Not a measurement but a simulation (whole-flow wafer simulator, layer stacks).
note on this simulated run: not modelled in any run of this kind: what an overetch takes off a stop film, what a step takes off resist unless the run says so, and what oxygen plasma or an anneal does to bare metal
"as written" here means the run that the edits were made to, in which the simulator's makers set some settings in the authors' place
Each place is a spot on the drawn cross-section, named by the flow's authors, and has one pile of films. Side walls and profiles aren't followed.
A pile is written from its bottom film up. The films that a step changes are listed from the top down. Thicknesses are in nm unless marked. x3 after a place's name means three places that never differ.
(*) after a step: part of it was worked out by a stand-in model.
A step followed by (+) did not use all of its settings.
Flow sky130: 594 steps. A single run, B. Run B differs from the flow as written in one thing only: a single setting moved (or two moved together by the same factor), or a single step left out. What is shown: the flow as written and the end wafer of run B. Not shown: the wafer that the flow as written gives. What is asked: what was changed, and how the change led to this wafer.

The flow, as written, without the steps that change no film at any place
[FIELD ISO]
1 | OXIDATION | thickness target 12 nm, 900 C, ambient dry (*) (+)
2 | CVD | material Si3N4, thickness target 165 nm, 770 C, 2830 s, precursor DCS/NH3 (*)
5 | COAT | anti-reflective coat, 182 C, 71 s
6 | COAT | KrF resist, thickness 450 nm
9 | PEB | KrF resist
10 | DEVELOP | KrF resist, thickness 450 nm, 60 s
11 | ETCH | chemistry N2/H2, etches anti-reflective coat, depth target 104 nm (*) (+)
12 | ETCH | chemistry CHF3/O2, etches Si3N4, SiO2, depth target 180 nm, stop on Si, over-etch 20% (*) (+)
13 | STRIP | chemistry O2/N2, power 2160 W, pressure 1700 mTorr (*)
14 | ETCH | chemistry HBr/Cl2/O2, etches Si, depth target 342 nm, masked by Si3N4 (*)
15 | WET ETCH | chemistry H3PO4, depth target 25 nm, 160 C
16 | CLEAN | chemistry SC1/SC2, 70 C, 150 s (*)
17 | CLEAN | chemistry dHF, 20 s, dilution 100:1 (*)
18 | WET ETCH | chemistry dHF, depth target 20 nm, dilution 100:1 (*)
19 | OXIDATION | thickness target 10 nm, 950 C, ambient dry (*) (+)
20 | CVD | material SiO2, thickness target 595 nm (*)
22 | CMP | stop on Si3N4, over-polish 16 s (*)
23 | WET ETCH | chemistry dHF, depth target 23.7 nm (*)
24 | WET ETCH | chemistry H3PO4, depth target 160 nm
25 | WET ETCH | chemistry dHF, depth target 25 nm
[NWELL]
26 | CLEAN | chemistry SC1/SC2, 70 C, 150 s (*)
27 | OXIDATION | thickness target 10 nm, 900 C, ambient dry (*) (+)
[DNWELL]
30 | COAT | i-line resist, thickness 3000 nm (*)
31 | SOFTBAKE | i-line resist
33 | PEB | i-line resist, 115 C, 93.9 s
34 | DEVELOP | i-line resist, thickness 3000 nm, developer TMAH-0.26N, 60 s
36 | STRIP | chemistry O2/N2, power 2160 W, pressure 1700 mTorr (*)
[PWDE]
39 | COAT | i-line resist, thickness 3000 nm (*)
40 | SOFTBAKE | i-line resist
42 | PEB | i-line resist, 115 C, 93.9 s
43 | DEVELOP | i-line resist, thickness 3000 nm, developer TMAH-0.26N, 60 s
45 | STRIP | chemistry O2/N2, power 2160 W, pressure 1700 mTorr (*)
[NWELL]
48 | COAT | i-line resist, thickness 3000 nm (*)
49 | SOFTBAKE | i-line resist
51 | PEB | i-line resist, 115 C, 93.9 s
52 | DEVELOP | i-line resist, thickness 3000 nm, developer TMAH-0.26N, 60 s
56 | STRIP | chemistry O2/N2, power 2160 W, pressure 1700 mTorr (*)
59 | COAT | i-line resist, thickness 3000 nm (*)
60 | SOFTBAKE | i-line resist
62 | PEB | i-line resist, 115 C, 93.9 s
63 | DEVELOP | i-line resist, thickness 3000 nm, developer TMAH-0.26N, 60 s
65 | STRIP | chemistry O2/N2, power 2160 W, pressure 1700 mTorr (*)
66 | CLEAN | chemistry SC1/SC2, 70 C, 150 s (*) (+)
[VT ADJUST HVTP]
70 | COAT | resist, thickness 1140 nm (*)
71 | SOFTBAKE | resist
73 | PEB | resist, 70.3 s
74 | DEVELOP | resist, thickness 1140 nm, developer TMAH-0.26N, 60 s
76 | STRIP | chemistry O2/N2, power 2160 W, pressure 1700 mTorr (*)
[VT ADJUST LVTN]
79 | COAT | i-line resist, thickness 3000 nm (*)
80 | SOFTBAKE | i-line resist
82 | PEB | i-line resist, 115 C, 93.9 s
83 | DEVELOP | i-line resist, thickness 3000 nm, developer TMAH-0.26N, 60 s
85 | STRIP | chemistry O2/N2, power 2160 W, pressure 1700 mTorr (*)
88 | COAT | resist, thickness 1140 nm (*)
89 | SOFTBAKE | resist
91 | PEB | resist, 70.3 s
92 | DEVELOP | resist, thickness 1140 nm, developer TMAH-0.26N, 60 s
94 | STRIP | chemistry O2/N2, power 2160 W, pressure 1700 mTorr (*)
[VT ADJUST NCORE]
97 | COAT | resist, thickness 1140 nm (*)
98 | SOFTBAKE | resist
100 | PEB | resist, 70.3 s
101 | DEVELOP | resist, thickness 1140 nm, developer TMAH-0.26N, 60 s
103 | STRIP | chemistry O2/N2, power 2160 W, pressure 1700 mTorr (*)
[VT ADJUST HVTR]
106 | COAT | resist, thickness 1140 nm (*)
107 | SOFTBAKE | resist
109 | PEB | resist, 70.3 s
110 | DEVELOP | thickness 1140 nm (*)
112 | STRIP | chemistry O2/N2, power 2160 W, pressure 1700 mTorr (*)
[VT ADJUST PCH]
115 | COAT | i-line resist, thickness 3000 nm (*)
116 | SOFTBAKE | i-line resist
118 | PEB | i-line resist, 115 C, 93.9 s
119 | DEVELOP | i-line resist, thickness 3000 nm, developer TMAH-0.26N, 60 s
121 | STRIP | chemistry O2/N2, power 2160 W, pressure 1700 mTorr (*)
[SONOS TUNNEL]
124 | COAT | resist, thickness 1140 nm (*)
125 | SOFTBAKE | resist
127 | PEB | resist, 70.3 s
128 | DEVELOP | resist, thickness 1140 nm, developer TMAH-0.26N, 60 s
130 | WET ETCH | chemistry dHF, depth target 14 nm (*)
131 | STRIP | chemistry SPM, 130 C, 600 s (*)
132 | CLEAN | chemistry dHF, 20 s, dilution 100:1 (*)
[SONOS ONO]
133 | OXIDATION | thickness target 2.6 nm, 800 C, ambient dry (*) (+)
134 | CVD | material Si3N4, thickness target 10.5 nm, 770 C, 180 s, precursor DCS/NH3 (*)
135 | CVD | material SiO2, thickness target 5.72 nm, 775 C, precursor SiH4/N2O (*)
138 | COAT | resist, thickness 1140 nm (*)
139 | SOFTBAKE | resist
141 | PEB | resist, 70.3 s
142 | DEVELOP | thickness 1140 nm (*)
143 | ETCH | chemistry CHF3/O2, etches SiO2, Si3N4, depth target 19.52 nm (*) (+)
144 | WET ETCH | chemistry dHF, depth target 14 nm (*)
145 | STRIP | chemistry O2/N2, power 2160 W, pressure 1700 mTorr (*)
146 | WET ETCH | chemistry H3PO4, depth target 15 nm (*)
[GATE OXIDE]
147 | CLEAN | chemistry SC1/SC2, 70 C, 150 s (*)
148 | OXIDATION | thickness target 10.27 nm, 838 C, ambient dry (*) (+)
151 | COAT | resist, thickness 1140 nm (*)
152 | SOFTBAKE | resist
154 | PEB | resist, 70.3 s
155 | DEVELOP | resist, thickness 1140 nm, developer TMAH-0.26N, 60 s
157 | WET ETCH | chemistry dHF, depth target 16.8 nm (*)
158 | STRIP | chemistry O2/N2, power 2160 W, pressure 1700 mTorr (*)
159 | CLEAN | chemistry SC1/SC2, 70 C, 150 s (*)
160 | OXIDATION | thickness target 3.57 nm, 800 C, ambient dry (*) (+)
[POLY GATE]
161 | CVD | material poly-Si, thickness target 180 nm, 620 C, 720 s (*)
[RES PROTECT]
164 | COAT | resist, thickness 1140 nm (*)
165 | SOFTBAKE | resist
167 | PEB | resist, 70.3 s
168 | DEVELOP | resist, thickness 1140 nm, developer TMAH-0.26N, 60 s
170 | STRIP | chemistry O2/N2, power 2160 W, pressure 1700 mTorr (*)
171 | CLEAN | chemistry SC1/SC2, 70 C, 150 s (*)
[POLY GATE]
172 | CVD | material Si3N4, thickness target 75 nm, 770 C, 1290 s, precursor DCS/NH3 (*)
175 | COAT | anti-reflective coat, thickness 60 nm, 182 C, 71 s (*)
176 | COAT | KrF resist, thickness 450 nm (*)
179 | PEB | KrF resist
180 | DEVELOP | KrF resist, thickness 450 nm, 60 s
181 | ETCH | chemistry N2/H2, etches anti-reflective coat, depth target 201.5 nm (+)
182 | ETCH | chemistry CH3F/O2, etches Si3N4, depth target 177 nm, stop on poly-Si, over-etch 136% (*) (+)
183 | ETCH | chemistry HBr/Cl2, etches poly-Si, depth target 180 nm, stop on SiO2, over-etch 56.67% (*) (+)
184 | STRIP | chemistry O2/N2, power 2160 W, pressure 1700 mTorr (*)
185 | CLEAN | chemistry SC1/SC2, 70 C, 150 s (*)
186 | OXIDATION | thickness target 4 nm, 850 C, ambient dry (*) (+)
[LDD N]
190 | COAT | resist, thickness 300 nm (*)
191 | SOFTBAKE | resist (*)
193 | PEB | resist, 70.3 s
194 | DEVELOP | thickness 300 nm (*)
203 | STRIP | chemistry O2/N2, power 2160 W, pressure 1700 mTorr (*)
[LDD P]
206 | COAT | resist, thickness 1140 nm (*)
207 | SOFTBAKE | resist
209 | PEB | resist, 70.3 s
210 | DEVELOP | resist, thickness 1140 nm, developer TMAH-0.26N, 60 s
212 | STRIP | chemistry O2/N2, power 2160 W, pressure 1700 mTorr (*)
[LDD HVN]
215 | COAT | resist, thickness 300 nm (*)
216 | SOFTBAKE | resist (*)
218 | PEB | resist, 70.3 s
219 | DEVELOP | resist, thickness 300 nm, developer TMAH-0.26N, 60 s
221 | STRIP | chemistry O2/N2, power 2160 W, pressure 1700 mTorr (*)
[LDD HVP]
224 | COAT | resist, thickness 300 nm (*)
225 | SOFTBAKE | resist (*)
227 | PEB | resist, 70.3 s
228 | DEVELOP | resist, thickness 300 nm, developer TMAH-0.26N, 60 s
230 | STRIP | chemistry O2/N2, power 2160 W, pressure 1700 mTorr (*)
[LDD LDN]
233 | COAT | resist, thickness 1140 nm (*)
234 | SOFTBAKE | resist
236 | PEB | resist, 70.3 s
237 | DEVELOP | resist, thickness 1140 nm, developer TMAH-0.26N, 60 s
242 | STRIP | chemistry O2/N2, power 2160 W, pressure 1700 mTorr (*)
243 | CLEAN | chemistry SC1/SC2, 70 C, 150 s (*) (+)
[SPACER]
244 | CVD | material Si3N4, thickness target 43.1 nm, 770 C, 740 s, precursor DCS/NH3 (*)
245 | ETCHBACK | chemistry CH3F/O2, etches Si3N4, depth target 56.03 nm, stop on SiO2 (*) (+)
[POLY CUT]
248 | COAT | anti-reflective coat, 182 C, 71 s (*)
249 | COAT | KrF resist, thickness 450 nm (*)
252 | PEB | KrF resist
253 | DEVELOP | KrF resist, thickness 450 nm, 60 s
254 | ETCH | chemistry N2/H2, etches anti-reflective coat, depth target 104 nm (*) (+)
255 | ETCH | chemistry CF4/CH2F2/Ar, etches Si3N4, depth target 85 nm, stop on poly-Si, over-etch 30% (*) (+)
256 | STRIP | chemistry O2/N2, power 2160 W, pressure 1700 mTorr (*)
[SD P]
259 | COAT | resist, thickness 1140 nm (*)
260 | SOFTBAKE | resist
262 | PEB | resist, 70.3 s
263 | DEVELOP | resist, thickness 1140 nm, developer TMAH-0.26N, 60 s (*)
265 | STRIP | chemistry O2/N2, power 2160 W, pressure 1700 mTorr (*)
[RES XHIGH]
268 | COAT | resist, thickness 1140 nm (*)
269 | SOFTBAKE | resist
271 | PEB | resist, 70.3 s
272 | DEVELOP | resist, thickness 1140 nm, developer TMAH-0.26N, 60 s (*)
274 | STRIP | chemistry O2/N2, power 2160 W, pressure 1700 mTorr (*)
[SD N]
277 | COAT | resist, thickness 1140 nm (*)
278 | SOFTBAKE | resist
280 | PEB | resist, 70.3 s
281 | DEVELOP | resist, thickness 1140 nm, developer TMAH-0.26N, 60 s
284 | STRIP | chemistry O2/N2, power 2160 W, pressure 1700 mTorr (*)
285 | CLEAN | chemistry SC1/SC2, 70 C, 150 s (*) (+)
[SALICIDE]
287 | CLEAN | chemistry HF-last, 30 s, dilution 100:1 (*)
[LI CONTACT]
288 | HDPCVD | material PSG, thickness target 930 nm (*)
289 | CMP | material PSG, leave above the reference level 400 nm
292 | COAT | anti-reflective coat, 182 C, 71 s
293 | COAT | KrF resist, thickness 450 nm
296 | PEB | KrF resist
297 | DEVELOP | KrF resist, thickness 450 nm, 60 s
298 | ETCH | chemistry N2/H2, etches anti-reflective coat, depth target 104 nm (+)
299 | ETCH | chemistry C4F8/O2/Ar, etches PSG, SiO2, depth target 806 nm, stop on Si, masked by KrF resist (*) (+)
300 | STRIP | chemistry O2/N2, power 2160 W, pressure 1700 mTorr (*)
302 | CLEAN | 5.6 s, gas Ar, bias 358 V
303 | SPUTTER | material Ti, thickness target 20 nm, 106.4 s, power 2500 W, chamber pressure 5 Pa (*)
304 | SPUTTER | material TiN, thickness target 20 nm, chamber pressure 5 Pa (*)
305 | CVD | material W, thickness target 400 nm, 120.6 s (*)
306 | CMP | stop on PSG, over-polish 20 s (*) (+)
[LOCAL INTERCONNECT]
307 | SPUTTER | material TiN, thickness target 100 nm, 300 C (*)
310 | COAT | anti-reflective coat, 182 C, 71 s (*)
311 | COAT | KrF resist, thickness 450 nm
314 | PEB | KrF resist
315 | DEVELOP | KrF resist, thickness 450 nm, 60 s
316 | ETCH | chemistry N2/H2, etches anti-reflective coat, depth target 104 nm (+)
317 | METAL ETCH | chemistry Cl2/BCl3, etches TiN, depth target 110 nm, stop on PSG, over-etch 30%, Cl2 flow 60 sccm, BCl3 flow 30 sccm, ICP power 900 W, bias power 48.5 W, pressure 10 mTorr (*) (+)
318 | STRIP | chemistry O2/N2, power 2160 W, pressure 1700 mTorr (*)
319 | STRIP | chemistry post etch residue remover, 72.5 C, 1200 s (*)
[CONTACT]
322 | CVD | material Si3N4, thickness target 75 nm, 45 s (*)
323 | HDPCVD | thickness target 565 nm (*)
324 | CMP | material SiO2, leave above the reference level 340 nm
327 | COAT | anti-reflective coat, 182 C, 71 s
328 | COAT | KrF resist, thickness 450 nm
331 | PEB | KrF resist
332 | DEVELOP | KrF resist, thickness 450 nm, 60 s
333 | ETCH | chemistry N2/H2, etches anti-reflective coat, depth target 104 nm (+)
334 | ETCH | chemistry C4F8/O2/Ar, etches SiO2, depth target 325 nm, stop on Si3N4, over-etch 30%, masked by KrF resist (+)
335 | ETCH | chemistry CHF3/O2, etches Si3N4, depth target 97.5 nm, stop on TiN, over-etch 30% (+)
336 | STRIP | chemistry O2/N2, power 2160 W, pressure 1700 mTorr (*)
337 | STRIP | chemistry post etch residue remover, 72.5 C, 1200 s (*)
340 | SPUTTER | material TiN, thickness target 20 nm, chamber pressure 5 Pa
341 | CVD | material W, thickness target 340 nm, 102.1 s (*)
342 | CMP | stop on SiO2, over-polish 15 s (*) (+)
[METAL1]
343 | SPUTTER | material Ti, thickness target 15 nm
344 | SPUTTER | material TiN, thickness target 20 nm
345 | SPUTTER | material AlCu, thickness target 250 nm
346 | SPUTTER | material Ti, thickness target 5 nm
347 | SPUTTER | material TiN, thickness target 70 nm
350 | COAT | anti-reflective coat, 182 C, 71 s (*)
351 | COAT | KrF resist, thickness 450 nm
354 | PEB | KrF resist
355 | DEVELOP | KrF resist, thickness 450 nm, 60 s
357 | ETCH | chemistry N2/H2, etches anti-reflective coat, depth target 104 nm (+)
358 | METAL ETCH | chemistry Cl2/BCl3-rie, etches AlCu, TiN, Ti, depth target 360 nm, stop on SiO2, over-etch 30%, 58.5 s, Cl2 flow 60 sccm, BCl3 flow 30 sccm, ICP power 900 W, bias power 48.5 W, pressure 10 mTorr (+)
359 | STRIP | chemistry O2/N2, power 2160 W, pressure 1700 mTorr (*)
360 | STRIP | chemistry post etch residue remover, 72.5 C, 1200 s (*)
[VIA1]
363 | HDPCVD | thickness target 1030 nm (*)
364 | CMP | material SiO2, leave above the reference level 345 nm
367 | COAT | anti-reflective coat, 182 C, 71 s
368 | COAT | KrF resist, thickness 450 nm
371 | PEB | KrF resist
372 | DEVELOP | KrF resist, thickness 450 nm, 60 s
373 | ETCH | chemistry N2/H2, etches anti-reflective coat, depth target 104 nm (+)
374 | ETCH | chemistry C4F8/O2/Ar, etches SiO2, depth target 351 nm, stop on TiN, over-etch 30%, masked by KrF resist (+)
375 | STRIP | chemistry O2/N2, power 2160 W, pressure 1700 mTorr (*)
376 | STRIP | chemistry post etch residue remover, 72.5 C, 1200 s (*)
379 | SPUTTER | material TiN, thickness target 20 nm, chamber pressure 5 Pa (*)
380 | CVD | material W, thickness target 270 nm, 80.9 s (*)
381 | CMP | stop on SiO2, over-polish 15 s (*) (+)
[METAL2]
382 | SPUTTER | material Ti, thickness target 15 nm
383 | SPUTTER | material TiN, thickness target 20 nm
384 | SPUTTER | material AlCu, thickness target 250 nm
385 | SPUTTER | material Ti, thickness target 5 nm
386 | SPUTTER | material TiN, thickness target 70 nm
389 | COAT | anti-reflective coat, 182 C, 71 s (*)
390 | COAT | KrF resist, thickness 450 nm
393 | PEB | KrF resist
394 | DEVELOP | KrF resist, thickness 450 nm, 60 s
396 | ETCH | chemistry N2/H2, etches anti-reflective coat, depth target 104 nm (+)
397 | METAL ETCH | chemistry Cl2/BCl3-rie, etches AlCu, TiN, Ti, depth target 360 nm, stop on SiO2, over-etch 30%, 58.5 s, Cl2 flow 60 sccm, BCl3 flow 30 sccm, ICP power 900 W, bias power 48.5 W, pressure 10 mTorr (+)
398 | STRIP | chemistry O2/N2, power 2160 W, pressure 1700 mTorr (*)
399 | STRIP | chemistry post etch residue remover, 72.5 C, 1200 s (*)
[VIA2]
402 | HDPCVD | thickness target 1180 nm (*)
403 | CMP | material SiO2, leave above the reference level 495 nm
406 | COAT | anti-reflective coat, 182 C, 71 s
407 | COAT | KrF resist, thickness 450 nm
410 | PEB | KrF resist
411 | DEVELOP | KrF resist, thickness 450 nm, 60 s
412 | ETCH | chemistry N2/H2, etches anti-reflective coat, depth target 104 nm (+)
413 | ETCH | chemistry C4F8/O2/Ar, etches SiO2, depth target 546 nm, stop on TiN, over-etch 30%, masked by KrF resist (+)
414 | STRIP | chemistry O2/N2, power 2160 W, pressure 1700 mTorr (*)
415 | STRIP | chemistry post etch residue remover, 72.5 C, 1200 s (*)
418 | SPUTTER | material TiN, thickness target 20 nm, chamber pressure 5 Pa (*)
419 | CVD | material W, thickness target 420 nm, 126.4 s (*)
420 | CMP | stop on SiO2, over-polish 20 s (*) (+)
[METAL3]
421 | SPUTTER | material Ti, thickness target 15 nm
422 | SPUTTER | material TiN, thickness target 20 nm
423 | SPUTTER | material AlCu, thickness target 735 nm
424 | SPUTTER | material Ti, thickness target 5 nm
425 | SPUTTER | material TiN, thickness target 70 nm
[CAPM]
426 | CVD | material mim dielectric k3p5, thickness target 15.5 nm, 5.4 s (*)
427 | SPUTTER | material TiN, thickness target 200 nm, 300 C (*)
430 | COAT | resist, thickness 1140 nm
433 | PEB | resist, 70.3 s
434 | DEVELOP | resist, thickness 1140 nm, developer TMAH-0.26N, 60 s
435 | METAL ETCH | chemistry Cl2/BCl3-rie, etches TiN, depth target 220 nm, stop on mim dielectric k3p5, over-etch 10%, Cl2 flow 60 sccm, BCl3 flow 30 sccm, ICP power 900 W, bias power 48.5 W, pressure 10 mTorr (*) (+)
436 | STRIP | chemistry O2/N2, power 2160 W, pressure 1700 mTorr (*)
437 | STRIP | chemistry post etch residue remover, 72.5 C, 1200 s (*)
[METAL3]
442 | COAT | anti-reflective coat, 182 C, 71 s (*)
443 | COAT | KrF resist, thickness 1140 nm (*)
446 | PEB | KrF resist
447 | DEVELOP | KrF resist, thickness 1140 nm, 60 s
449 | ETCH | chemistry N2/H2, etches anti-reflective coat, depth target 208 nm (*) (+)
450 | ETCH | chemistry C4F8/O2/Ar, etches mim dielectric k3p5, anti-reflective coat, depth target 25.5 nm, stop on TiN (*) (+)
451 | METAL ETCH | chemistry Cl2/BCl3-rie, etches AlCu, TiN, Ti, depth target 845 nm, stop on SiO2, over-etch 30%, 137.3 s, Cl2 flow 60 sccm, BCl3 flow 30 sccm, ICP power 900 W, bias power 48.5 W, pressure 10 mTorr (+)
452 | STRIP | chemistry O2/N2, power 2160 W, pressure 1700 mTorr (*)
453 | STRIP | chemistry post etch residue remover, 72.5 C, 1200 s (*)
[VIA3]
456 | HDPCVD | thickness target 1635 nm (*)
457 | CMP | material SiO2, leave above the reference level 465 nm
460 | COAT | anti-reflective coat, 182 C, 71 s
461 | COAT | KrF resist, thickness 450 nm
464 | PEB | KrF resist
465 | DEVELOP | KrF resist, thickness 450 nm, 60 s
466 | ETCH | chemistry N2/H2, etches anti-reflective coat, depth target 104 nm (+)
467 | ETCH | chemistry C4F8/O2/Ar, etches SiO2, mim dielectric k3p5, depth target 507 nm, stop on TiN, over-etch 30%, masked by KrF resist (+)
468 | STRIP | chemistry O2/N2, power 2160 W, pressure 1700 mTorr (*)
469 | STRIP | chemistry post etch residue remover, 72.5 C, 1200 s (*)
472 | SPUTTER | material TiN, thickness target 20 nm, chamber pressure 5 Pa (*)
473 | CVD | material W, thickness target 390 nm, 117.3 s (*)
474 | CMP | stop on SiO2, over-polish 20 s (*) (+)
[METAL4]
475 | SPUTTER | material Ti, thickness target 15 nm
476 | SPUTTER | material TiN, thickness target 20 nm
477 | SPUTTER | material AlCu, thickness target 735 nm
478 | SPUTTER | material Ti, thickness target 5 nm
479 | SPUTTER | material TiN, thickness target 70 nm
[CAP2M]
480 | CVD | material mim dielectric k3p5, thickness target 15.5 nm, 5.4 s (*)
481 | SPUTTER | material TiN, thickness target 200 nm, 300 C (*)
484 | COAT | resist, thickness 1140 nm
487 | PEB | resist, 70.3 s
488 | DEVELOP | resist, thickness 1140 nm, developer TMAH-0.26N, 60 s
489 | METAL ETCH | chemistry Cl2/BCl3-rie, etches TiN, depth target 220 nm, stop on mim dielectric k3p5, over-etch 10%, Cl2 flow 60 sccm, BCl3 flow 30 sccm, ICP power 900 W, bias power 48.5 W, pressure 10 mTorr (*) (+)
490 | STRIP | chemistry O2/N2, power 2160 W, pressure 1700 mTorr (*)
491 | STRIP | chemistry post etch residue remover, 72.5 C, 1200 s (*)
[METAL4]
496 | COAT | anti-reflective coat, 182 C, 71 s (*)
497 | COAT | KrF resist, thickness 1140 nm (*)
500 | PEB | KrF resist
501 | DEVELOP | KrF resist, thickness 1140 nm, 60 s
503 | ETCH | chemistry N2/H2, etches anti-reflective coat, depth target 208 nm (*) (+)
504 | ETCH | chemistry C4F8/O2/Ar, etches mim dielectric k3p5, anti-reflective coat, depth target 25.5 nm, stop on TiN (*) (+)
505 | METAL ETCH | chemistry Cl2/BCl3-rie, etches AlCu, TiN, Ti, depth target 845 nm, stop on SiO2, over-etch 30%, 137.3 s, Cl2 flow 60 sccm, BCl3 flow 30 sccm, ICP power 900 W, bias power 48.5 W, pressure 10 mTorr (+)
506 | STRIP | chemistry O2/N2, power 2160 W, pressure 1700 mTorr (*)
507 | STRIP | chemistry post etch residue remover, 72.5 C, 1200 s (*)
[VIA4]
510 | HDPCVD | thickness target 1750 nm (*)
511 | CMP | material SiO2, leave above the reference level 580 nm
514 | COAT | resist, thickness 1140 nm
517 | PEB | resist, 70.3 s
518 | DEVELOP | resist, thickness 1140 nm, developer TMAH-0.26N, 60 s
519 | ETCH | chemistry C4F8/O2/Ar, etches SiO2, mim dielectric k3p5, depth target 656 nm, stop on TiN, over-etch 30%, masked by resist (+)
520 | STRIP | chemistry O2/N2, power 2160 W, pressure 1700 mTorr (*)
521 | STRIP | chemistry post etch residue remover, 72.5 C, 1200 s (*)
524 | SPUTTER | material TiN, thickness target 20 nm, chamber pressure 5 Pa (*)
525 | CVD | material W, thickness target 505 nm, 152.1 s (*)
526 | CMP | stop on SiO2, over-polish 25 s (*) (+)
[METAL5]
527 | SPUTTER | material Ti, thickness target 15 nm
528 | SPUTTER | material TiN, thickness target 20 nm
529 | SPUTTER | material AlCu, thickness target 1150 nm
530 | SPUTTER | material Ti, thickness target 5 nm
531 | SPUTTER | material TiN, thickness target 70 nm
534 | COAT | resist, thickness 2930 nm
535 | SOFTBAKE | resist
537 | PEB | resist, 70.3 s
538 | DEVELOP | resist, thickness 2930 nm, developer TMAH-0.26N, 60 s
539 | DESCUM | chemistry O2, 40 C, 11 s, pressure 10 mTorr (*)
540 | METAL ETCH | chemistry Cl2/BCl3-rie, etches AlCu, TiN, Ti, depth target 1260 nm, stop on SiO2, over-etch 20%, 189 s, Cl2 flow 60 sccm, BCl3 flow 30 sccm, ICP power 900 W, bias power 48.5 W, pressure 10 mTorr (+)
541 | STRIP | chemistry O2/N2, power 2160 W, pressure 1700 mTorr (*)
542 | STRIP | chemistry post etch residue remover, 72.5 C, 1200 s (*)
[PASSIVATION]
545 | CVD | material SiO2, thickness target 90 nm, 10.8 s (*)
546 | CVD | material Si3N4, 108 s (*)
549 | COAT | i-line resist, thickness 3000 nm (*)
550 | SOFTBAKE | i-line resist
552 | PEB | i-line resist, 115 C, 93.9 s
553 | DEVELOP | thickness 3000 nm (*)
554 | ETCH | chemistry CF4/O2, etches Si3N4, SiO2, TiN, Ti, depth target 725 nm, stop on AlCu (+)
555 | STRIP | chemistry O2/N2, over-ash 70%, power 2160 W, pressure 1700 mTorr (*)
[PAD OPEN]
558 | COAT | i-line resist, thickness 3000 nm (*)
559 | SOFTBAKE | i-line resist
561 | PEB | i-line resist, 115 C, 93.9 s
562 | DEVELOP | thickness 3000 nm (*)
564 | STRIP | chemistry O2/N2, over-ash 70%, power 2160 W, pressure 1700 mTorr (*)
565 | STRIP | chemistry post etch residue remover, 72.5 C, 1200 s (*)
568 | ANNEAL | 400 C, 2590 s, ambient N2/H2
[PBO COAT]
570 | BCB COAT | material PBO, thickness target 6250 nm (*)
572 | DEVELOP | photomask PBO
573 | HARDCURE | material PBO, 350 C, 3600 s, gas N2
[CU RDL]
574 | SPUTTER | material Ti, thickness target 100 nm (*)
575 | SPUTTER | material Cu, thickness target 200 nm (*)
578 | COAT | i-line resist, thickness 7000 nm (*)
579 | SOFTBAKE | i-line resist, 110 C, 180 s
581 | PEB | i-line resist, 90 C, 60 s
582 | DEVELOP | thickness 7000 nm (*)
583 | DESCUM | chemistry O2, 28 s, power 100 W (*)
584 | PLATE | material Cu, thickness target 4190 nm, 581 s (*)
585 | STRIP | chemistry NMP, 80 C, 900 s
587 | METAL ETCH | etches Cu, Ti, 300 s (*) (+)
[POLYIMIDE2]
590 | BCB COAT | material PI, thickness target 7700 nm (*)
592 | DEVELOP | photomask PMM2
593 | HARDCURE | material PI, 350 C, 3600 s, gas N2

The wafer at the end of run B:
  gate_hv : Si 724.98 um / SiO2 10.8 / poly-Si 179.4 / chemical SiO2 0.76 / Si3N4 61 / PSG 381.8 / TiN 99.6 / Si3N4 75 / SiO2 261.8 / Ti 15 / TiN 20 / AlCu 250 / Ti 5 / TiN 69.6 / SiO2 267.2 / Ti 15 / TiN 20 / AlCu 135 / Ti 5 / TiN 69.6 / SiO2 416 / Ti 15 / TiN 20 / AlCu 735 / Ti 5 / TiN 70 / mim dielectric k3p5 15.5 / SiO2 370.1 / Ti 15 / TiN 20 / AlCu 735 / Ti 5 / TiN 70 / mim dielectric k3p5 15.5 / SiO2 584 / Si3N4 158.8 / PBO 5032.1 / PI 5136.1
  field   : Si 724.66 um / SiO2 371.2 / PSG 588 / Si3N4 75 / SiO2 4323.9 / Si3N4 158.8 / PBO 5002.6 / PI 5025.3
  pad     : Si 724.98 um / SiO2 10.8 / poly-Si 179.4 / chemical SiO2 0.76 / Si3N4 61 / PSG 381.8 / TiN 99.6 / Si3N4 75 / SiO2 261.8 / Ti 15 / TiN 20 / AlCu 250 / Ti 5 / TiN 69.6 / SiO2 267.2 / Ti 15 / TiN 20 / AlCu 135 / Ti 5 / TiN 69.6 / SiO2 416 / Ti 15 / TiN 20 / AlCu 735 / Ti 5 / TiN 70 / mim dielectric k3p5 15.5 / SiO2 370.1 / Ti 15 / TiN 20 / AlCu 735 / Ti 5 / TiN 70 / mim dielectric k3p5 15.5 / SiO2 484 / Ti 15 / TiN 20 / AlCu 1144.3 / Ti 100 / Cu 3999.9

What caused this: step 384, SPUTTER: thickness target 135 nm was run, while the flow as written has thickness target 250 nm.
The wafer lets one read it off: gate_hv has AlCu 135, and step 384 as written asks for 250 nm.

The path from the change to this, step by step:
  384 | SPUTTER | material AlCu, thickness target 250 nm
      field, active, n_well and 188 more: AlCu gains 135 (new film) (it would be, as written: AlCu gains 250 (new film))
  397 | METAL ETCH | chemistry Cl2/BCl3-rie, etches AlCu, TiN, Ti, depth target 360 nm, stop on SiO2, over-etch 30%, 58.5 s, Cl2 flow 60 sccm, BCl3 flow 30 sccm, ICP power 900 W, bias power 48.5 W, pressure 10 mTorr (+)
      field, active, gate and 82 more: TiN loses 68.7 (all of it), Ti loses 5 (all of it), AlCu loses 135 (all of it), TiN loses 20 (all of it), Ti loses 15 (all of it), SiO2 loses 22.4 (it would be, as written: TiN loses 68.7 (all of it), Ti loses 5 (all of it), AlCu loses 250 (all of it), TiN loses 20 (all of it), Ti loses 15 (all of it), SiO2 loses 10.9)
  403 | CMP | material SiO2, leave above the reference level 495 nm
      field, active, gate and 82 more: SiO2 loses 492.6 (it would be, as written: SiO2 loses 389.1)
